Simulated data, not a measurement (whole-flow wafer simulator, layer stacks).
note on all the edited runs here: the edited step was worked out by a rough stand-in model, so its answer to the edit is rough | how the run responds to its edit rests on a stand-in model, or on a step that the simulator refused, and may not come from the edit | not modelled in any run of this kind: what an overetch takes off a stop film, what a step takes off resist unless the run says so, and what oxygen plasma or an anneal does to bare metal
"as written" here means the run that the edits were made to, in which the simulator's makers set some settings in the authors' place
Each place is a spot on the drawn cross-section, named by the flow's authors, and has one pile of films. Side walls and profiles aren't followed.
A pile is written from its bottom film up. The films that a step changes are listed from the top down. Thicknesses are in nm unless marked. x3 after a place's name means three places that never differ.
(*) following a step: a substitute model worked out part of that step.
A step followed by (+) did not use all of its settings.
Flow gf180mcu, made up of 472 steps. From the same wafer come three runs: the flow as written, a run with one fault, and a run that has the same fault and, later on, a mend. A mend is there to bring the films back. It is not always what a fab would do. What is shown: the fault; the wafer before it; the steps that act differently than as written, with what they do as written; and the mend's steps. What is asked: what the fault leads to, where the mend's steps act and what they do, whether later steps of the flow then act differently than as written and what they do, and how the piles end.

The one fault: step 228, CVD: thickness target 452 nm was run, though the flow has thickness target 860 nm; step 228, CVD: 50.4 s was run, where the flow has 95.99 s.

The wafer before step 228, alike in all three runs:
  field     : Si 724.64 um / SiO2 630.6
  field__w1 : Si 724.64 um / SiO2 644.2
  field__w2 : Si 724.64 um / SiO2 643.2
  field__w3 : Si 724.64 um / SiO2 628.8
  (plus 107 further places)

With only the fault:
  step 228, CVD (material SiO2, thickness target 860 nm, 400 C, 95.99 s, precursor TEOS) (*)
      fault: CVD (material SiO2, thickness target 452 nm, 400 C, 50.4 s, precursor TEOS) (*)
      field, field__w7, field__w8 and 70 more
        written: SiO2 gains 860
        fault: SiO2 gains 460.1
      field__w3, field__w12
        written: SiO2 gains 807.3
        fault: SiO2 gains 435.7
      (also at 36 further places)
  Later steps of the flow acting differently than as written:
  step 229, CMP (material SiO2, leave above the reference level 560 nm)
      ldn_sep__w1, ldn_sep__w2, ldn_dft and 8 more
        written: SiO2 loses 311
        fault: nothing
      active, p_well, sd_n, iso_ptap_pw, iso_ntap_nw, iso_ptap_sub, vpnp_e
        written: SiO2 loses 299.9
        fault: nothing
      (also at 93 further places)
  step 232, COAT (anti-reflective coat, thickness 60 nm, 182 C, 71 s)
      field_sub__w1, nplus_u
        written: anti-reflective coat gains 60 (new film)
        fault: anti-reflective coat gains 53.3 (new film)
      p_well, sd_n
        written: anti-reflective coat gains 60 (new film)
        fault: anti-reflective coat gains 56.1 (new film)
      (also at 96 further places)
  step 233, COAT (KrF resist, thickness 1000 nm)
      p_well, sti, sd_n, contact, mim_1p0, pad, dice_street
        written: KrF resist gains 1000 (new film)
        fault: KrF resist gains 1023.8 (new film)
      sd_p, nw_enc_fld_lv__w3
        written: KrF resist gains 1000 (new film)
        fault: KrF resist gains 975.2 (new film)
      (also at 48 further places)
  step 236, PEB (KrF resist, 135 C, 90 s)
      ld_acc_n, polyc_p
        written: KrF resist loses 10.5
        fault: KrF resist loses 9.68
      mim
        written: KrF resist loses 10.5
        fault: KrF resist loses 11.4
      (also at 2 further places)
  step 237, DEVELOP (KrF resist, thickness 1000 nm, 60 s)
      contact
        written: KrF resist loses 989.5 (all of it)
        fault: KrF resist loses 1013 (all of it)
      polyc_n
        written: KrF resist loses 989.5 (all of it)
        fault: KrF resist loses 934.6 (all of it)
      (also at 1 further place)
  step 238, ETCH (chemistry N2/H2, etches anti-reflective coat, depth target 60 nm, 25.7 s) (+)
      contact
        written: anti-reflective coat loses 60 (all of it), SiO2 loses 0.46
        fault: anti-reflective coat loses 68.4 (all of it), SiO2 loses 0.25
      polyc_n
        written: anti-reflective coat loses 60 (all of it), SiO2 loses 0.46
        fault: anti-reflective coat loses 11.9 (all of it), SiO2 loses 1.69
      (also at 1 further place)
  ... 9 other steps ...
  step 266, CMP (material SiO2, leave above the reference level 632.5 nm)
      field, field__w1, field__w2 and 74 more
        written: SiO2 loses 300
        fault: SiO2 loses 287.7
  By the end, the piles at field, field__w1, field__w2 and 80 more depart from the flow's by more than 2% or 0.5 nm, whichever is larger.
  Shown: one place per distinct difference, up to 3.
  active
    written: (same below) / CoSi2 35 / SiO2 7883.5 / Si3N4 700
    fault: (same below) / CoSi2 35 / SiO2 756.7 / Ti 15 / TiN 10 / W 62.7 / SiO2 7042.5 / Si3N4 700
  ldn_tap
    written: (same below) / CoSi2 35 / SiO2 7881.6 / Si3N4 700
    fault: (same below) / CoSi2 35 / SiO2 756.7 / Ti 15 / TiN 10 / W 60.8 / SiO2 7042.5 / Si3N4 700
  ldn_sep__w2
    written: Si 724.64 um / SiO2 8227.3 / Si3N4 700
    fault: Si 724.64 um / SiO2 1111.5 / Ti 15 / TiN 10 / W 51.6 / SiO2 7042.5 / Si3N4 700

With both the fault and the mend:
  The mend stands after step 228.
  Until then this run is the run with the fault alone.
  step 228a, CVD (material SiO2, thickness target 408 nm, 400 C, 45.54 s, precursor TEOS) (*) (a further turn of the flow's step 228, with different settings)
      field, field__w7, field__w8 and 72 more
        SiO2 gains 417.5
      field__w1, contact
        SiO2 gains 409.6
      field__w3, field__w12
        SiO2 gains 393.3
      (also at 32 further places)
  Later steps of the flow acting differently than as written (1 other step is not shown; it differs only slightly, by no more than 2% or 0.5 nm, whichever is larger):
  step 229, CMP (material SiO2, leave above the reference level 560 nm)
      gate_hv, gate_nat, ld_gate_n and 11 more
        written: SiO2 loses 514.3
        mend: SiO2 loses 532
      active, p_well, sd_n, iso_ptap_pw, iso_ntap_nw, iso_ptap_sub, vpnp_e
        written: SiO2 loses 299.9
        mend: SiO2 loses 317.6
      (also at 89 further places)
  When the end is reached, the piles differ only a little from the flow's at the places that both follow, at most by 2% or 0.5 nm, whichever is larger.
